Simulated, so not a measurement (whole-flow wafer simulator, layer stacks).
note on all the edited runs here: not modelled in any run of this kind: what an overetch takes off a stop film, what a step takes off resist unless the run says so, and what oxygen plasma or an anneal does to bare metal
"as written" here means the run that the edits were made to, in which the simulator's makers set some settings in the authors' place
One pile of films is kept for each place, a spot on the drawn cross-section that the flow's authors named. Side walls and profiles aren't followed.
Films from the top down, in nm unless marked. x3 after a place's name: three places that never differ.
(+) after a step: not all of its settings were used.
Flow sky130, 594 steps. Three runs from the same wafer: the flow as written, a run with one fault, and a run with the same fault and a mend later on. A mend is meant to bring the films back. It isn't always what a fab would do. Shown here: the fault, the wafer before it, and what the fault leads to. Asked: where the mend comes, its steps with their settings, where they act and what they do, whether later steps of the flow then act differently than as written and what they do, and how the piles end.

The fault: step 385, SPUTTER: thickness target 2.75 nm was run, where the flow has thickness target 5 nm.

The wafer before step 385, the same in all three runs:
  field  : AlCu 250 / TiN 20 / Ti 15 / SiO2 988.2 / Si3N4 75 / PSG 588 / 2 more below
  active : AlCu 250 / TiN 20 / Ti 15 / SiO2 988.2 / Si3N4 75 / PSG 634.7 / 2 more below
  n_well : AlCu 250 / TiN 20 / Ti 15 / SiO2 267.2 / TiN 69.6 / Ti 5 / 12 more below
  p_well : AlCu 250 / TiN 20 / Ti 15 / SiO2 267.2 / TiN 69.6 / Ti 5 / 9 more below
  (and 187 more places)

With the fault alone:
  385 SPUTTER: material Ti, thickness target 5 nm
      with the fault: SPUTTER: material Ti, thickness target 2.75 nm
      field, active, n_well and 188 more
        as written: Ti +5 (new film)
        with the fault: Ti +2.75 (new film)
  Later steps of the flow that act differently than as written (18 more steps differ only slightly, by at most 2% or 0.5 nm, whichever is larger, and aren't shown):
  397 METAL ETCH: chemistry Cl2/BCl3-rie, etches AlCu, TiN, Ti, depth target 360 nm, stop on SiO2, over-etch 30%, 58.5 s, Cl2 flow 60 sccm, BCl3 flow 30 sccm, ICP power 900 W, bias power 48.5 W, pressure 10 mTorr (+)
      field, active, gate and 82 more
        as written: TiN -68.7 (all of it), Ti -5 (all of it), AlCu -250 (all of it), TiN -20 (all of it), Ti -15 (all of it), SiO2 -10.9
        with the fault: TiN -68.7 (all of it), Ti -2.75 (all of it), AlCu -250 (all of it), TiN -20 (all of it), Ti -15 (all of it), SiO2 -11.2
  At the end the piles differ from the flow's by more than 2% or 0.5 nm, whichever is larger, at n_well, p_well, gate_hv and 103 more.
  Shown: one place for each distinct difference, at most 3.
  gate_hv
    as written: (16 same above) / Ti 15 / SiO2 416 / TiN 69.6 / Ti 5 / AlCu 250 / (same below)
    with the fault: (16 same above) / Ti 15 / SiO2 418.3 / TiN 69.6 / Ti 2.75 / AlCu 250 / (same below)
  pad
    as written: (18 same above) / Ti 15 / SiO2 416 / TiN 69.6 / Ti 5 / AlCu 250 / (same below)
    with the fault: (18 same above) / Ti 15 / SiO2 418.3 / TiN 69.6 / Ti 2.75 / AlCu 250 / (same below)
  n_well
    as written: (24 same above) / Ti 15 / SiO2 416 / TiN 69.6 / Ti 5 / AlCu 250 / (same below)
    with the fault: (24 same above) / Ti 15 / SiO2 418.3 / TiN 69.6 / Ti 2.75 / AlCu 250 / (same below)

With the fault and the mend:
  The mend comes after step 385.
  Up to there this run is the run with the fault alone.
  385a SPUTTER: material Ti, thickness target 2.25 nm (the flow's step 385 once more, with other settings)
      field, active, n_well and 188 more
        Ti +2.25
  No later step of the flow acts differently than as written at any place that is followed.
  At the end the piles are the same as the flow's at every place that both follow.
